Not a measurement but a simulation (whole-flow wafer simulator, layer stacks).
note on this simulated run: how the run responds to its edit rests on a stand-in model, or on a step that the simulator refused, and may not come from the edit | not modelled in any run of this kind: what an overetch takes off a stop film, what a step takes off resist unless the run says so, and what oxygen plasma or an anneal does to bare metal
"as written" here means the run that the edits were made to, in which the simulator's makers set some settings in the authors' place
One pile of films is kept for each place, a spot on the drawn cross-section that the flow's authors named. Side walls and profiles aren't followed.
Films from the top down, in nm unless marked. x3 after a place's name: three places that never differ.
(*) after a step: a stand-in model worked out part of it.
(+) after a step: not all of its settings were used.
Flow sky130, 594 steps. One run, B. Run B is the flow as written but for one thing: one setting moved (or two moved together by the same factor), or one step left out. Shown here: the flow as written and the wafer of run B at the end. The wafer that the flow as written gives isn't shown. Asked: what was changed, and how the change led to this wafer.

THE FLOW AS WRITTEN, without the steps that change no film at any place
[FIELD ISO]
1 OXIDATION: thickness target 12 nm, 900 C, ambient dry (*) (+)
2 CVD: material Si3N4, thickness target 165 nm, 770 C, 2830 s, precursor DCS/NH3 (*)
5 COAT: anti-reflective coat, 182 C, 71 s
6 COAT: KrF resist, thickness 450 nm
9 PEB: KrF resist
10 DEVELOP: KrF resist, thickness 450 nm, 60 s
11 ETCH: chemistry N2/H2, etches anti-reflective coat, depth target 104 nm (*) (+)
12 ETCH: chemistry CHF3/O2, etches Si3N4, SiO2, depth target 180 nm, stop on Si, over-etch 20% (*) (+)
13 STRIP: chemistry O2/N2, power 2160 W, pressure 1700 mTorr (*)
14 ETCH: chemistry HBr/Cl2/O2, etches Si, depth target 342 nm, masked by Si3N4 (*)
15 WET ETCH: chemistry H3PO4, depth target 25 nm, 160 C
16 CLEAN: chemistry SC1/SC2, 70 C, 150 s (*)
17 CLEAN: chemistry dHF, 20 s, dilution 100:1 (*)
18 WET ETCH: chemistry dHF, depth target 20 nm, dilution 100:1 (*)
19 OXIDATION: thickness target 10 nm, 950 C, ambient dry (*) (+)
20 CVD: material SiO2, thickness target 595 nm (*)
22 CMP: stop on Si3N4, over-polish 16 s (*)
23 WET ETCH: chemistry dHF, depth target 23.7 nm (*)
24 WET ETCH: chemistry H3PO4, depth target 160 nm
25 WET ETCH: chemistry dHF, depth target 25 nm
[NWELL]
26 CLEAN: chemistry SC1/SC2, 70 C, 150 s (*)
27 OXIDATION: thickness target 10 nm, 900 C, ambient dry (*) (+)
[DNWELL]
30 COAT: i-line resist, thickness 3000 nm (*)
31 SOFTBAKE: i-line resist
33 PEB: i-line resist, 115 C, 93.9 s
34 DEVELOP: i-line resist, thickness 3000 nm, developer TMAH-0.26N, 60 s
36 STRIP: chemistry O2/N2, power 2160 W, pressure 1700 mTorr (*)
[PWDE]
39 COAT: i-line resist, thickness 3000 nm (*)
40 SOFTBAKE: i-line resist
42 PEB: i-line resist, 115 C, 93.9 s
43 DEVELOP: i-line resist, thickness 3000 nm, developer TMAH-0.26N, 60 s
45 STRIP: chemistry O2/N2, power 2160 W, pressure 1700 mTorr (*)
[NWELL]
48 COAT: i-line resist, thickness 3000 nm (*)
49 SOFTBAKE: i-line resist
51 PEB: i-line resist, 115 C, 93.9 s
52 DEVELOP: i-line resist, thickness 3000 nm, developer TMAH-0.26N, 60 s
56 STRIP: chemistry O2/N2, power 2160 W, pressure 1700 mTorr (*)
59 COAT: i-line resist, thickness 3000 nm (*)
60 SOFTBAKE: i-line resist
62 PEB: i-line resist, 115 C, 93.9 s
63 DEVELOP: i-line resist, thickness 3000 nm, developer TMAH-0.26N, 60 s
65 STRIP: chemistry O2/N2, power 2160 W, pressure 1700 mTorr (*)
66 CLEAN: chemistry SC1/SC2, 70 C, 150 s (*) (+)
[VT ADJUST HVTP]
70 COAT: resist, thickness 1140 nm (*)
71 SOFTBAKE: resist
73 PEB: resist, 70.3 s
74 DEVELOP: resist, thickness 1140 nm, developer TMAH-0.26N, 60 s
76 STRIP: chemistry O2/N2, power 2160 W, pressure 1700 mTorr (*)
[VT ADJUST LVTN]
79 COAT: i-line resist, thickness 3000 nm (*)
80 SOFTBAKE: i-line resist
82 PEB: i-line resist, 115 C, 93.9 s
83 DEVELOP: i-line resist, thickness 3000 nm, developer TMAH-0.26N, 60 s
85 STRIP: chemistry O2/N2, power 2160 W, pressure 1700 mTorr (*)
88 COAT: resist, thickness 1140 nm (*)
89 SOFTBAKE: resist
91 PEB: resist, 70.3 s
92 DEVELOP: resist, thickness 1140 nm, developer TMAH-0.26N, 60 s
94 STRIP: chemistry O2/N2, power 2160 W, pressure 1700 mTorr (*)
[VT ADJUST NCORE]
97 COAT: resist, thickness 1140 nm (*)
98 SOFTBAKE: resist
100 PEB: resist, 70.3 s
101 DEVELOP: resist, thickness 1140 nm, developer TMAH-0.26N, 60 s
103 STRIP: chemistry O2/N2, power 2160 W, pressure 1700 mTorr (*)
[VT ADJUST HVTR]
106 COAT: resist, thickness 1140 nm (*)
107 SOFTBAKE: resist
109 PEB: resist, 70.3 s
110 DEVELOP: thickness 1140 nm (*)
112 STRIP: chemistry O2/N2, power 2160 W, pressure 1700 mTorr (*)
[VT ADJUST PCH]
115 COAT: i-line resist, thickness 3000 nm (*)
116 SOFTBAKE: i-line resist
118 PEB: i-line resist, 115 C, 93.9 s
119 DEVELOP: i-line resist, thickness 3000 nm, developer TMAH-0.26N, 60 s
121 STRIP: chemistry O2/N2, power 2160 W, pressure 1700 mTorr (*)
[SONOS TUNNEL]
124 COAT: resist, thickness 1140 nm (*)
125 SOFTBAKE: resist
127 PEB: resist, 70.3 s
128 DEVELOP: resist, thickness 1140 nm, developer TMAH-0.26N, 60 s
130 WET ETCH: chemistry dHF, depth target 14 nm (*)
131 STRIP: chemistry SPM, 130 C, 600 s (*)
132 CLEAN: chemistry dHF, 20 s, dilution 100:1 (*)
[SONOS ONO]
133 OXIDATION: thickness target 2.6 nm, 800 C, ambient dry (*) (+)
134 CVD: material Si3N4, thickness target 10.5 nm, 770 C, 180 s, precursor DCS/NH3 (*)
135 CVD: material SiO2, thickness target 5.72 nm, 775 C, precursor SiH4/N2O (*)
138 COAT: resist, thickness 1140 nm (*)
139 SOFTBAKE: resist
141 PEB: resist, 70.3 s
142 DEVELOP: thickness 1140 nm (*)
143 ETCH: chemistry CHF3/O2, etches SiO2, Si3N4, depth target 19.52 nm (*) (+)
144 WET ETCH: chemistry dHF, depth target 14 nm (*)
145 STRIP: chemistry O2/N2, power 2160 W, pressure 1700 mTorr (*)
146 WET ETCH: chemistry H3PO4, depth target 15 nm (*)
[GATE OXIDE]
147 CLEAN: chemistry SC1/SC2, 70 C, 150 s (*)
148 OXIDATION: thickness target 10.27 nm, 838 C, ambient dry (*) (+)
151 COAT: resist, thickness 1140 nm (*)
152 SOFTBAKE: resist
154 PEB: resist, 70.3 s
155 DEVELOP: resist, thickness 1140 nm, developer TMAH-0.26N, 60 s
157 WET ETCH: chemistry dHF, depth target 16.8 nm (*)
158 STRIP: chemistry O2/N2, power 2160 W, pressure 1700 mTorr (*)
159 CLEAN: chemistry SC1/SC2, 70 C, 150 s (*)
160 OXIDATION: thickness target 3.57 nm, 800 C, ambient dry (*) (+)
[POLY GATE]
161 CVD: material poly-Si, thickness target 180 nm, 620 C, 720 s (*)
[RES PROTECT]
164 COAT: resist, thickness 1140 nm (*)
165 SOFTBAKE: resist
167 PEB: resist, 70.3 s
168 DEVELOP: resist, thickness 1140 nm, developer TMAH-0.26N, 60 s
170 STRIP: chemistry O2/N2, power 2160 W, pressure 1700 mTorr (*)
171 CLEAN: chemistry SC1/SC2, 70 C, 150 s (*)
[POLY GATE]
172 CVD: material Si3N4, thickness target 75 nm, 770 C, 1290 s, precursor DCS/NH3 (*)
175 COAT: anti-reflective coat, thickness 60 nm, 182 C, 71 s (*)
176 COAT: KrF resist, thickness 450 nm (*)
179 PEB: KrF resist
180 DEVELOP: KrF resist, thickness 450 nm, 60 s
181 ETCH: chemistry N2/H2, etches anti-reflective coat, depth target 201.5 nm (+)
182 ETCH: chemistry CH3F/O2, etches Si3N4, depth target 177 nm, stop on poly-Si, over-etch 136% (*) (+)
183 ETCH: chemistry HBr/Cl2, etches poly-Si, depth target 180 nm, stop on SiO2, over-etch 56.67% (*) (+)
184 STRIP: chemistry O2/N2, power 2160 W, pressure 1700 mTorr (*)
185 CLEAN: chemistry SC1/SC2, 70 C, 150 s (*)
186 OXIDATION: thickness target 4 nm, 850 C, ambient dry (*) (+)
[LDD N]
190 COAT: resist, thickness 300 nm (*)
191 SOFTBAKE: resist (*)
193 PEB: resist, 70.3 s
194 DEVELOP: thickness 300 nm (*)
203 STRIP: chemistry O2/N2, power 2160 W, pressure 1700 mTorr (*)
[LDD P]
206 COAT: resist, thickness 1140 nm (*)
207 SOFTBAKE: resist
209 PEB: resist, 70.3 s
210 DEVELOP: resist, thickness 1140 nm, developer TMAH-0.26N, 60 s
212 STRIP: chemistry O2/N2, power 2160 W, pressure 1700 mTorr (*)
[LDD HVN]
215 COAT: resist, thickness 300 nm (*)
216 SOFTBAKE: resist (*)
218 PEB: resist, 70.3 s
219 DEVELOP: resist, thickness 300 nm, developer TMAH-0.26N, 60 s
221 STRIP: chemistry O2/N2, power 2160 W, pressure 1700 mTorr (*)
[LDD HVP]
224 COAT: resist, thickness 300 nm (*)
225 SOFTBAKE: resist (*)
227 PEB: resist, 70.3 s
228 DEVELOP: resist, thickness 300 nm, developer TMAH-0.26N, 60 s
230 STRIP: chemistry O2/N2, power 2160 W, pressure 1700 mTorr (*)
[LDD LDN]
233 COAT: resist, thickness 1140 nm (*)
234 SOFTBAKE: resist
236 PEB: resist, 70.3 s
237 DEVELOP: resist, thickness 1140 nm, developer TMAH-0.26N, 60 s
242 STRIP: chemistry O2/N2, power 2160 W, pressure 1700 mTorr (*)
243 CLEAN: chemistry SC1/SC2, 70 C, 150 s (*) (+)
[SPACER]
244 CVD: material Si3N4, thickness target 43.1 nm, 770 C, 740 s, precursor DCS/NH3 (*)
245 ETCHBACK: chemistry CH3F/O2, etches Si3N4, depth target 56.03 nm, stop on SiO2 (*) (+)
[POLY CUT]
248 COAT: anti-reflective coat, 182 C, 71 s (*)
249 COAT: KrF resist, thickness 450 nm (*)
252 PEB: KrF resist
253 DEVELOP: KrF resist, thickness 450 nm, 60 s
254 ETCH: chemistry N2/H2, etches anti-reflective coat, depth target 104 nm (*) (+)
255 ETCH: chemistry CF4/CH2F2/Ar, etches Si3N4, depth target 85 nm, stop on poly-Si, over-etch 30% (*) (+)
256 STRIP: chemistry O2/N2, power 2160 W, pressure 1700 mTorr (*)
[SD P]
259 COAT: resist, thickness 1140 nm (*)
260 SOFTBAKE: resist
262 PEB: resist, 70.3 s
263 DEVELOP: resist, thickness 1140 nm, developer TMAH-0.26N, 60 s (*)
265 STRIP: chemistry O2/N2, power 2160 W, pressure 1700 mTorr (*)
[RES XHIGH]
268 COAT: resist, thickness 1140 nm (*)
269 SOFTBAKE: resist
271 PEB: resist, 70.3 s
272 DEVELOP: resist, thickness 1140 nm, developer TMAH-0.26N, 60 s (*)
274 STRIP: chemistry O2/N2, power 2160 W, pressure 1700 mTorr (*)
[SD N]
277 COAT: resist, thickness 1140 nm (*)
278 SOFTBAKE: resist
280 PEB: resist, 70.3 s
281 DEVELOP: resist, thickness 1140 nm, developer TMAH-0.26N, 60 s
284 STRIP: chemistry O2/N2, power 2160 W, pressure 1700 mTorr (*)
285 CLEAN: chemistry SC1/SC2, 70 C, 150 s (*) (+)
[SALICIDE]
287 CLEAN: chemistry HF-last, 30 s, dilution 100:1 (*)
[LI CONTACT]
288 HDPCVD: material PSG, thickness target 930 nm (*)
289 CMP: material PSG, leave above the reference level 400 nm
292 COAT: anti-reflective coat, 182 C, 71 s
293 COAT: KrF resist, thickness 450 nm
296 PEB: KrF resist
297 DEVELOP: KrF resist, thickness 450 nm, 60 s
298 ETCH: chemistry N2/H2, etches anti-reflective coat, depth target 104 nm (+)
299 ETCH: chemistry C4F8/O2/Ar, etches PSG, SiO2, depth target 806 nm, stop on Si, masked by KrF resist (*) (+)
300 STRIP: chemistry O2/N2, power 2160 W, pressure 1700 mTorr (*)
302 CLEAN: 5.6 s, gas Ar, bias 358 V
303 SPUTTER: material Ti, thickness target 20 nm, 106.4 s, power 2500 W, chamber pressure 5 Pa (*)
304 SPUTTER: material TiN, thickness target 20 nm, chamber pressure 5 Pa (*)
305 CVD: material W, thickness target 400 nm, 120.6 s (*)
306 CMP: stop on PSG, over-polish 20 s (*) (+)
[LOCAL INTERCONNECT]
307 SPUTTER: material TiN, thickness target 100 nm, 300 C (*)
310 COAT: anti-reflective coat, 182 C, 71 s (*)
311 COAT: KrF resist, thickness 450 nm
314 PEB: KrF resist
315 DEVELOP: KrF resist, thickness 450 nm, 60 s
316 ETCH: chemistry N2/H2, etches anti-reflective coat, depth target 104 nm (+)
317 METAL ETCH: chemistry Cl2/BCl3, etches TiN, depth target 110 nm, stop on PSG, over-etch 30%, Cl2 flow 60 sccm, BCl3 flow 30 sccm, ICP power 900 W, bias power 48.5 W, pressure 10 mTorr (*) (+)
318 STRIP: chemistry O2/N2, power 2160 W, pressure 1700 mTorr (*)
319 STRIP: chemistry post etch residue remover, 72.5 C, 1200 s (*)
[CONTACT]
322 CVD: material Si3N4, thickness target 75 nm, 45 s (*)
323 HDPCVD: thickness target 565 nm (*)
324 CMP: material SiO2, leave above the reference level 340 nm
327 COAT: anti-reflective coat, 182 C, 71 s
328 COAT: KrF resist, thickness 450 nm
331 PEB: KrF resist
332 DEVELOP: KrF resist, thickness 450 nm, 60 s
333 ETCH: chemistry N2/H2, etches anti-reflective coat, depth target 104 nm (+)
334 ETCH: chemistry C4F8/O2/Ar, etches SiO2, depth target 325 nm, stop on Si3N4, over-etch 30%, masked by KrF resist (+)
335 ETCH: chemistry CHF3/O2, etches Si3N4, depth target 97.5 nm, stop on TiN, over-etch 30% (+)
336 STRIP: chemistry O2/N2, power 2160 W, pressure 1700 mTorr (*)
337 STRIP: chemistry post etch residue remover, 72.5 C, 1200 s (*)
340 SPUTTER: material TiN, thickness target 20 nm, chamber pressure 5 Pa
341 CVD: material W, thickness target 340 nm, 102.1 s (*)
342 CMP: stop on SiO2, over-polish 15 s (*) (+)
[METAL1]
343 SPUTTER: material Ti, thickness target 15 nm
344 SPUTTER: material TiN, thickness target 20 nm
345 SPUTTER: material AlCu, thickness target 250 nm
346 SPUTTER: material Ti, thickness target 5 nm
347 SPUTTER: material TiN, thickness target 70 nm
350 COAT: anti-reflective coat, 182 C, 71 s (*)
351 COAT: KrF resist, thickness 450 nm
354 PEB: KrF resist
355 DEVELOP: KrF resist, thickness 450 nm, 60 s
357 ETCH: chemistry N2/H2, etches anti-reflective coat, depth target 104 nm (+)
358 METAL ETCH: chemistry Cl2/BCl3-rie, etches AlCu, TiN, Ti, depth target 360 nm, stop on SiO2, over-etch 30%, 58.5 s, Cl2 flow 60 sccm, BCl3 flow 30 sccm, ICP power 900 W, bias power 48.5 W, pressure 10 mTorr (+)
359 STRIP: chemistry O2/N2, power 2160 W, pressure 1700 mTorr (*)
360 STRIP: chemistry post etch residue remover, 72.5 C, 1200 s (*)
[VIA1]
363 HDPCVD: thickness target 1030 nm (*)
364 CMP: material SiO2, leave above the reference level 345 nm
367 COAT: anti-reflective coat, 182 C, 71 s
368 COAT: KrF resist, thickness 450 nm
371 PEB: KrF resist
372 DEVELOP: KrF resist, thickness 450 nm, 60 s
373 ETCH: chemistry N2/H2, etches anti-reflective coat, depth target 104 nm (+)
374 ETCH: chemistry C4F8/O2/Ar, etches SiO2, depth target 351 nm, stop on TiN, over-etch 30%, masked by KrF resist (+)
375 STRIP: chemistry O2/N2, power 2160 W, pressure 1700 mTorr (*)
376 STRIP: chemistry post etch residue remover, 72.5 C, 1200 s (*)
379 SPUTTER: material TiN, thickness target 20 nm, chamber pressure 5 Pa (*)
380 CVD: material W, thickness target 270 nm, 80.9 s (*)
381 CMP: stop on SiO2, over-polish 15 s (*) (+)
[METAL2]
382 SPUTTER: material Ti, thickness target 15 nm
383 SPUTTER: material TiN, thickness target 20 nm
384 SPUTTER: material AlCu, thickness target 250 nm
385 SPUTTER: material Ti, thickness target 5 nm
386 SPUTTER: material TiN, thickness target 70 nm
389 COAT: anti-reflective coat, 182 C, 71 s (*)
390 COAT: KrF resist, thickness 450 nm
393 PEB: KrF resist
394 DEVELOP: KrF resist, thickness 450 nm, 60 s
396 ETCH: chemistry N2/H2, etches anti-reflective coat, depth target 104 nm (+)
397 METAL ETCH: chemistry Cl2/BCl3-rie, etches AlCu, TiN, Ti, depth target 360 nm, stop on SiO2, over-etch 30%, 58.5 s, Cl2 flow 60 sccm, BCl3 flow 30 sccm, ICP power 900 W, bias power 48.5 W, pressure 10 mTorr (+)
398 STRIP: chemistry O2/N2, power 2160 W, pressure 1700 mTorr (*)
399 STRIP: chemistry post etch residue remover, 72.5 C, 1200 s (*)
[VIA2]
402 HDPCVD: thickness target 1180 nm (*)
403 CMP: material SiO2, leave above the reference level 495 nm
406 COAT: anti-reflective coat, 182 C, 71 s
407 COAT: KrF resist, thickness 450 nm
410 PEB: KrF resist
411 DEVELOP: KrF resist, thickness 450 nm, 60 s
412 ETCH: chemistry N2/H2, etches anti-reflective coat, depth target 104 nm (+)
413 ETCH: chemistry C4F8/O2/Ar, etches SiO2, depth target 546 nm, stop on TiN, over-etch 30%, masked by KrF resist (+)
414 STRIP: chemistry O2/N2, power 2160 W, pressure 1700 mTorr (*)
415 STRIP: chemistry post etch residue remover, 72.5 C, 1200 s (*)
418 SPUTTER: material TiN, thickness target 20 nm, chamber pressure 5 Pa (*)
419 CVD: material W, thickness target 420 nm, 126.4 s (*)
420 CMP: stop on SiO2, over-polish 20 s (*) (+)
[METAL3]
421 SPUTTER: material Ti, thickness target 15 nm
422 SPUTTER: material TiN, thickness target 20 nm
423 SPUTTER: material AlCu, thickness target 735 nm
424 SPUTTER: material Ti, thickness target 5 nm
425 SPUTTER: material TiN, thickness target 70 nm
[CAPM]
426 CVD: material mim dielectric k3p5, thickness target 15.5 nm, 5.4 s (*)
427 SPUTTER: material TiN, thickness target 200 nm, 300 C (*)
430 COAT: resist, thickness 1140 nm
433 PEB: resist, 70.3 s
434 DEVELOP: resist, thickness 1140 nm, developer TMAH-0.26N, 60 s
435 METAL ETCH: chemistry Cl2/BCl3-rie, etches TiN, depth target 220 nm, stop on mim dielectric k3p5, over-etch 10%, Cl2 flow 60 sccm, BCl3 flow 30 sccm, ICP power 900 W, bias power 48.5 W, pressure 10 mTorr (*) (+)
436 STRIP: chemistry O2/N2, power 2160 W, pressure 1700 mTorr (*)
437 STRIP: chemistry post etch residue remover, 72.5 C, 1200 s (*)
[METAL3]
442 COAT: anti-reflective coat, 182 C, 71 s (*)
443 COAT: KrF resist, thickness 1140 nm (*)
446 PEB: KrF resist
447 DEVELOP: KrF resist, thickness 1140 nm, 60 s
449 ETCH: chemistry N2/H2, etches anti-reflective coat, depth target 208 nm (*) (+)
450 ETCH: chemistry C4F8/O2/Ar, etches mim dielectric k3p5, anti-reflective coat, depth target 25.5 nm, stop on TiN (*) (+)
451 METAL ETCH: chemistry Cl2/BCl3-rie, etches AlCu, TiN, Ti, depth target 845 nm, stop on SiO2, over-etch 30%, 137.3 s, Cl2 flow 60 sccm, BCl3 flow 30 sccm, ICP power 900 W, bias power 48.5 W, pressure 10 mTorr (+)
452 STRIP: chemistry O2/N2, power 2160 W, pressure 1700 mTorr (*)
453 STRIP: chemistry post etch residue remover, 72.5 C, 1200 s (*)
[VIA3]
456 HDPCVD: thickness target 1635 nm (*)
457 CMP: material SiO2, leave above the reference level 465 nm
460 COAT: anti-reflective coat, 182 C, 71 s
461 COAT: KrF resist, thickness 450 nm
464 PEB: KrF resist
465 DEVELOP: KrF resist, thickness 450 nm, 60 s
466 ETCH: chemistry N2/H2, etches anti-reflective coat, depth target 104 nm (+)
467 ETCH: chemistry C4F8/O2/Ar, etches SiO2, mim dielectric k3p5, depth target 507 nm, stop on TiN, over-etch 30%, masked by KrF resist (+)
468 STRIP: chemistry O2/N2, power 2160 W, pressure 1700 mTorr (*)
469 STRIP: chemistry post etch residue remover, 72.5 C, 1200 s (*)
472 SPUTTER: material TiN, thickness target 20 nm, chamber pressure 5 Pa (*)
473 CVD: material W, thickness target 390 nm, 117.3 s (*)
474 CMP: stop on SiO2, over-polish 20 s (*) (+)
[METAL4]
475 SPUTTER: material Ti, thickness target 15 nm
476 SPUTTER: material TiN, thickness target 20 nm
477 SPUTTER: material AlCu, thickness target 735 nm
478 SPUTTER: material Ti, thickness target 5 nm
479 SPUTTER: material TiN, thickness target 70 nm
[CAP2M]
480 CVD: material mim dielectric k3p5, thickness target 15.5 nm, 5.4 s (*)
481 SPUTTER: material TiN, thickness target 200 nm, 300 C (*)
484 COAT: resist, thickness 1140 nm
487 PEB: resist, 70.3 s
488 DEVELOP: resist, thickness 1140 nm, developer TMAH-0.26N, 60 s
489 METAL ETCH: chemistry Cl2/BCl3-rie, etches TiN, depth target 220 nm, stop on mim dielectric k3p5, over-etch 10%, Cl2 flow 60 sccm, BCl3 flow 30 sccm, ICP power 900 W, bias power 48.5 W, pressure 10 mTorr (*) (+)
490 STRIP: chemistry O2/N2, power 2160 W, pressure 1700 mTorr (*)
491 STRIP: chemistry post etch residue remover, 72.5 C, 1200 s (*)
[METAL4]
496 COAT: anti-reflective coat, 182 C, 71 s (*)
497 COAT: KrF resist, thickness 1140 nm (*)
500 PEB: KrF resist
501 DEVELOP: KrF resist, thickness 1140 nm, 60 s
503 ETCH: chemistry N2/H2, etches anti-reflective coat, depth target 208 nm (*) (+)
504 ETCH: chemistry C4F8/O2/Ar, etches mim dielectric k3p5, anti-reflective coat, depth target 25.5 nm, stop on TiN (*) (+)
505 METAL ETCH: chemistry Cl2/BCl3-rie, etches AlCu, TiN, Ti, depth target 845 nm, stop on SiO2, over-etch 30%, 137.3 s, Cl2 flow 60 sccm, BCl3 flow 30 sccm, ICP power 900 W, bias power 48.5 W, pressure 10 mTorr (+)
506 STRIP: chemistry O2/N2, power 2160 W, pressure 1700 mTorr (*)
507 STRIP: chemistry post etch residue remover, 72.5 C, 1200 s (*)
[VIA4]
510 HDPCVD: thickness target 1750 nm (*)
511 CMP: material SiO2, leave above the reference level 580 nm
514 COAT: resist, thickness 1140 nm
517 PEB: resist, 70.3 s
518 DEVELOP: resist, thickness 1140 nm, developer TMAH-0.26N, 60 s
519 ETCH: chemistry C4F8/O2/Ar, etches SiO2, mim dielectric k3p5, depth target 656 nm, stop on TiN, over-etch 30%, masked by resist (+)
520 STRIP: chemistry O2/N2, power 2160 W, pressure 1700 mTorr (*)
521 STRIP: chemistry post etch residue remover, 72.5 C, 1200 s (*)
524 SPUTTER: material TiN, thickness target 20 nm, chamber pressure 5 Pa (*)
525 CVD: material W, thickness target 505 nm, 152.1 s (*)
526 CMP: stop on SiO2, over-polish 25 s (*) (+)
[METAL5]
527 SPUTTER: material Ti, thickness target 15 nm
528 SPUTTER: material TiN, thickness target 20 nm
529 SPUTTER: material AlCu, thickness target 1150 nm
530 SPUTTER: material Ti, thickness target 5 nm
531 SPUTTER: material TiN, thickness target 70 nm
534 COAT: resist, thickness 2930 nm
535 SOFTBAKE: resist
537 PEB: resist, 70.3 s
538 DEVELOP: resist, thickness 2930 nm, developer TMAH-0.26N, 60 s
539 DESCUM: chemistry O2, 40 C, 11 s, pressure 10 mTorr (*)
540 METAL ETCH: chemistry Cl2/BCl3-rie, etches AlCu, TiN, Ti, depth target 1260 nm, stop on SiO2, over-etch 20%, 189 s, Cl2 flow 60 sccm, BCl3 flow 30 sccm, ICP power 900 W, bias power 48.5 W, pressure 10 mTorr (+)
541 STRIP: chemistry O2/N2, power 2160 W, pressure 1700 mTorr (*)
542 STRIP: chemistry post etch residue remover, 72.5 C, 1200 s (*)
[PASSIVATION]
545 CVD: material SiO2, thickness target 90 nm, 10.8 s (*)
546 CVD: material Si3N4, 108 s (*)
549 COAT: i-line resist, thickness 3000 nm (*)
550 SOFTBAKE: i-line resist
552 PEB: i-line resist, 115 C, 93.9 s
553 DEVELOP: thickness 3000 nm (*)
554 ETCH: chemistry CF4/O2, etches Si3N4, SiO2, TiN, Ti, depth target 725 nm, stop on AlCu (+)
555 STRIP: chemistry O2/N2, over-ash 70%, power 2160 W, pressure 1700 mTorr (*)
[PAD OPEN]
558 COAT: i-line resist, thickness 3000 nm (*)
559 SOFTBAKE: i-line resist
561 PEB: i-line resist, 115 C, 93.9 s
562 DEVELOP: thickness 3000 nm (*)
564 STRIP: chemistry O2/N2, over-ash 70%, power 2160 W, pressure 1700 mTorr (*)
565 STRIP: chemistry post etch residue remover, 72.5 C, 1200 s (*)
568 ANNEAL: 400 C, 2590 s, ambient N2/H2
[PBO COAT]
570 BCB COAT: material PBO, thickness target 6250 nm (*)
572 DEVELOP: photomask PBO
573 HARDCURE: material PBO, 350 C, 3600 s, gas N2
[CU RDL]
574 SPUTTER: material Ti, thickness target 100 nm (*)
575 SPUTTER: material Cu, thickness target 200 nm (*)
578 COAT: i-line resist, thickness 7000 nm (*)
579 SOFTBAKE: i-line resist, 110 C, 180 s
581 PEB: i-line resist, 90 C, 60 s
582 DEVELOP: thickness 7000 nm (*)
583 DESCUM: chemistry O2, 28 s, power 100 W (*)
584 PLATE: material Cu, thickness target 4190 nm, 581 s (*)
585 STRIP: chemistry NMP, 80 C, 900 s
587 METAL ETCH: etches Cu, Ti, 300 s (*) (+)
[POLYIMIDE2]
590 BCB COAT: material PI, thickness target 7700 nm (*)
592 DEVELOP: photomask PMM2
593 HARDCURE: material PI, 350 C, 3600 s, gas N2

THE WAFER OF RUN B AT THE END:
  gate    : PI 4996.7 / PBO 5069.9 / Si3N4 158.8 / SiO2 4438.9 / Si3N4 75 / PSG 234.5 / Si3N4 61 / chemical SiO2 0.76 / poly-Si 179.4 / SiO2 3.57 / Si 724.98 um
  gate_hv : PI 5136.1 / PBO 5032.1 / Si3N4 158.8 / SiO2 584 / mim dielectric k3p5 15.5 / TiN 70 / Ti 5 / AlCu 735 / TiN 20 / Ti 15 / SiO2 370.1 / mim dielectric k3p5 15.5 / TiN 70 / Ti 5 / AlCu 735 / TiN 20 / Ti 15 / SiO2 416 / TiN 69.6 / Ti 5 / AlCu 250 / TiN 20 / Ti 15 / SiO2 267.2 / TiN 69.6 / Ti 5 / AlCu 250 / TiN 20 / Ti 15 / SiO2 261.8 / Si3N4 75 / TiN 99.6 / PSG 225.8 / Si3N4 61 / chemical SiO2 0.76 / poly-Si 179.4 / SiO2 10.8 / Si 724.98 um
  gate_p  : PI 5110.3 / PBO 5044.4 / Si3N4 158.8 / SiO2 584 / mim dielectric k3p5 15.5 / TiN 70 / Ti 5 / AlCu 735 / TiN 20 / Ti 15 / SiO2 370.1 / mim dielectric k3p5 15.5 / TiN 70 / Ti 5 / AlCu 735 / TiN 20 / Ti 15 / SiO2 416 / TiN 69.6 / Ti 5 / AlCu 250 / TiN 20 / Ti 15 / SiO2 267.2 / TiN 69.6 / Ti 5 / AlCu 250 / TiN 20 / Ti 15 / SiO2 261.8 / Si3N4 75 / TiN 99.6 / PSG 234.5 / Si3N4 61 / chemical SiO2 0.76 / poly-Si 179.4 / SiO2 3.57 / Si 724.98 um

The cause: step 289, CMP: leave above the reference level 244 nm was run, where the flow has leave above the reference level 400 nm.

How the change led to this, step by step:
  289 CMP: material PSG, leave above the reference level 400 nm
      gate, spacer, gate_p and 34 more: PSG -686 (as written it would be: PSG -530)
      mim, vpp_sp, vpp_ln and 30 more: PSG -489.9 (as written it would be: PSG -333.9)
      (and at 122 more places)
  299 ETCH: chemistry C4F8/O2/Ar, etches PSG, SiO2, depth target 806 nm, stop on Si, masked by KrF resist (*) (+)
      field, active, n_well and 184 more: KrF resist -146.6 (as written it would be: KrF resist -161.2)
      contact, ndiff_licon, ndiff_licon_cpp: PSG -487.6 (all of it), SiO2 -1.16 (all of it) (as written it would be: PSG -643.6 (all of it), SiO2 -1.16 (all of it))
      (and at 2 more places)
  300 STRIP: chemistry O2/N2, power 2160 W, pressure 1700 mTorr (*)
      field, active, n_well and 184 more: KrF resist -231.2 (all of it), anti-reflective coat -80 (all of it) (as written it would be: KrF resist -216.6 (all of it), anti-reflective coat -80 (all of it))
  303 SPUTTER: material Ti, thickness target 20 nm, 106.4 s, power 2500 W, chamber pressure 5 Pa (*)
      ndiff_licon: Ti +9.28 (new film) (as written it would be: Ti +7.24 (new film))
      ndiff_licon_cpp: Ti +8.34 (new film) (as written it would be: Ti +6.53 (new film))
      (and at 1 more place)
  304 SPUTTER: material TiN, thickness target 20 nm, chamber pressure 5 Pa (*)
      ndiff_licon: TiN +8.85 (new film) (as written it would be: TiN +6.83 (new film))
      ndiff_licon_cpp: TiN +7.97 (new film) (as written it would be: TiN +6.17 (new film))
      (and at 1 more place)
  305 CVD: material W, thickness target 400 nm, 120.6 s (*)
      ndiff_licon: W +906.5 (new film) (as written it would be: W +1066.5 (new film))
      ndiff_licon_cpp: W +908.3 (new film) (as written it would be: W +1067.9 (new film))
      (and at 1 more place)
  306 CMP: stop on PSG, over-polish 20 s (*) (+)
      poly_licon: W -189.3 (as written it would be: W -33.3)
